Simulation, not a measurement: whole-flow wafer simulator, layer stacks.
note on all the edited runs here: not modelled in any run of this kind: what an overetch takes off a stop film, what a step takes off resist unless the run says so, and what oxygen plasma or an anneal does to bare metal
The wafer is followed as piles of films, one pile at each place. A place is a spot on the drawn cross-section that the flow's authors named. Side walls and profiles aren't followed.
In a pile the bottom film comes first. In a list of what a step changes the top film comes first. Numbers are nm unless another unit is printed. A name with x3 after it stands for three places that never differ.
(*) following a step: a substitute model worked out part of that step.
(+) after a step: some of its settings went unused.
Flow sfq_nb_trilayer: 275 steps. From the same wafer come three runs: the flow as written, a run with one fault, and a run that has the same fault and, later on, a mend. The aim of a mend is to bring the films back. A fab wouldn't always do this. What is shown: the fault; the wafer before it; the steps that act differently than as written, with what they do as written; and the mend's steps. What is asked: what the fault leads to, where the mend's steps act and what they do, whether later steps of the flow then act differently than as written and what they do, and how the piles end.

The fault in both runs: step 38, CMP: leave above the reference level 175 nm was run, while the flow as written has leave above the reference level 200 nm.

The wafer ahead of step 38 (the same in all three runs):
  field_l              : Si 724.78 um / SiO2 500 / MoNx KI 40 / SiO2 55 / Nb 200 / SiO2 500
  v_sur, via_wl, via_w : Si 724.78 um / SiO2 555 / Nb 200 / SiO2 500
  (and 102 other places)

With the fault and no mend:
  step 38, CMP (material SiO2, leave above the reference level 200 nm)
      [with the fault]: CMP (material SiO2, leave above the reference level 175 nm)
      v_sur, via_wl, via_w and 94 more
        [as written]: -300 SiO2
        [with the fault]: -325 SiO2
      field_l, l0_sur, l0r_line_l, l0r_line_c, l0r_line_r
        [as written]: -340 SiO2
        [with the fault]: -365 SiO2
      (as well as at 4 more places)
  Steps later in the flow that act otherwise than as written (not shown: 3 more steps that differ only slightly, by at most 2% or 0.5 nm, whichever is larger):
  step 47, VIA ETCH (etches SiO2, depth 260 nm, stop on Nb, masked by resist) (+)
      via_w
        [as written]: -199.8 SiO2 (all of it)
        [with the fault]: -174.8 SiO2 (all of it)
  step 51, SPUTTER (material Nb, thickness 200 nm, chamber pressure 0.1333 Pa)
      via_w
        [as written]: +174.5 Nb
        [with the fault]: +179.7 Nb
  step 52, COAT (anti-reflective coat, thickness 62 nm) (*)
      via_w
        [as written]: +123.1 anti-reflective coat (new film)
        [with the fault]: +116.2 anti-reflective coat (new film)
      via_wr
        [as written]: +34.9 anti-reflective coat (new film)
        [with the fault]: +33.8 anti-reflective coat (new film)
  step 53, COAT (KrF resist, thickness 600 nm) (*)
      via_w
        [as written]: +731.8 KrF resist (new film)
        [with the fault]: +712.1 KrF resist (new film)
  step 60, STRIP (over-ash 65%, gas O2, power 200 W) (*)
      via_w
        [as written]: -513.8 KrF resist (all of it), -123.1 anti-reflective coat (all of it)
        [with the fault]: -494.2 KrF resist (all of it), -116.2 anti-reflective coat (all of it)
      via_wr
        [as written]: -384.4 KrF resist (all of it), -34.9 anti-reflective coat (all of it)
        [with the fault]: -388.2 KrF resist (all of it), -33.8 anti-reflective coat (all of it)
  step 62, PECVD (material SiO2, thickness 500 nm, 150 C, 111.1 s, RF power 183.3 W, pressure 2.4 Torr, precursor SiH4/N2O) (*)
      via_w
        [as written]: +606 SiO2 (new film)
        [with the fault]: +551.3 SiO2 (new film)
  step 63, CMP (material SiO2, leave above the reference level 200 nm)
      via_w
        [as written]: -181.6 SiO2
        [with the fault]: -157.1 SiO2
  By the end, the piles at v_sur, via_wl, via_w and 30 more depart from the flow's by more than 2% or 0.5 nm, whichever is larger.
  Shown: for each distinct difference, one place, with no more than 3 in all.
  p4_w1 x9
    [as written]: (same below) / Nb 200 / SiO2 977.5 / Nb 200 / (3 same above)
    [with the fault]: (same below) / Nb 200 / SiO2 952.5 / Nb 200 / (3 same above)
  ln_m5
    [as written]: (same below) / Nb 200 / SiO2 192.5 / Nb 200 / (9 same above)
    [with the fault]: (same below) / Nb 200 / SiO2 167.5 / Nb 200 / (9 same above)
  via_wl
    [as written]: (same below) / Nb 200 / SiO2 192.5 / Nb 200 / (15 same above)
    [with the fault]: (same below) / Nb 200 / SiO2 167.5 / Nb 200 / (15 same above)

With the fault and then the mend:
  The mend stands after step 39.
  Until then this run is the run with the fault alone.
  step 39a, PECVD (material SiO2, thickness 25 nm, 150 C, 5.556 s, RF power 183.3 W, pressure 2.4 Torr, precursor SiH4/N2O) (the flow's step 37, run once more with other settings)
      field_l, v_sur, via_wl and 103 more
        +25 SiO2
  Later steps of the flow that are run all act as written at every place that is followed, up to a difference of at most 2% or 0.5 nm, whichever is larger.
  The piles end only slightly different from the flow's at the places that both follow, by no more than 2% or 0.5 nm, whichever is larger.
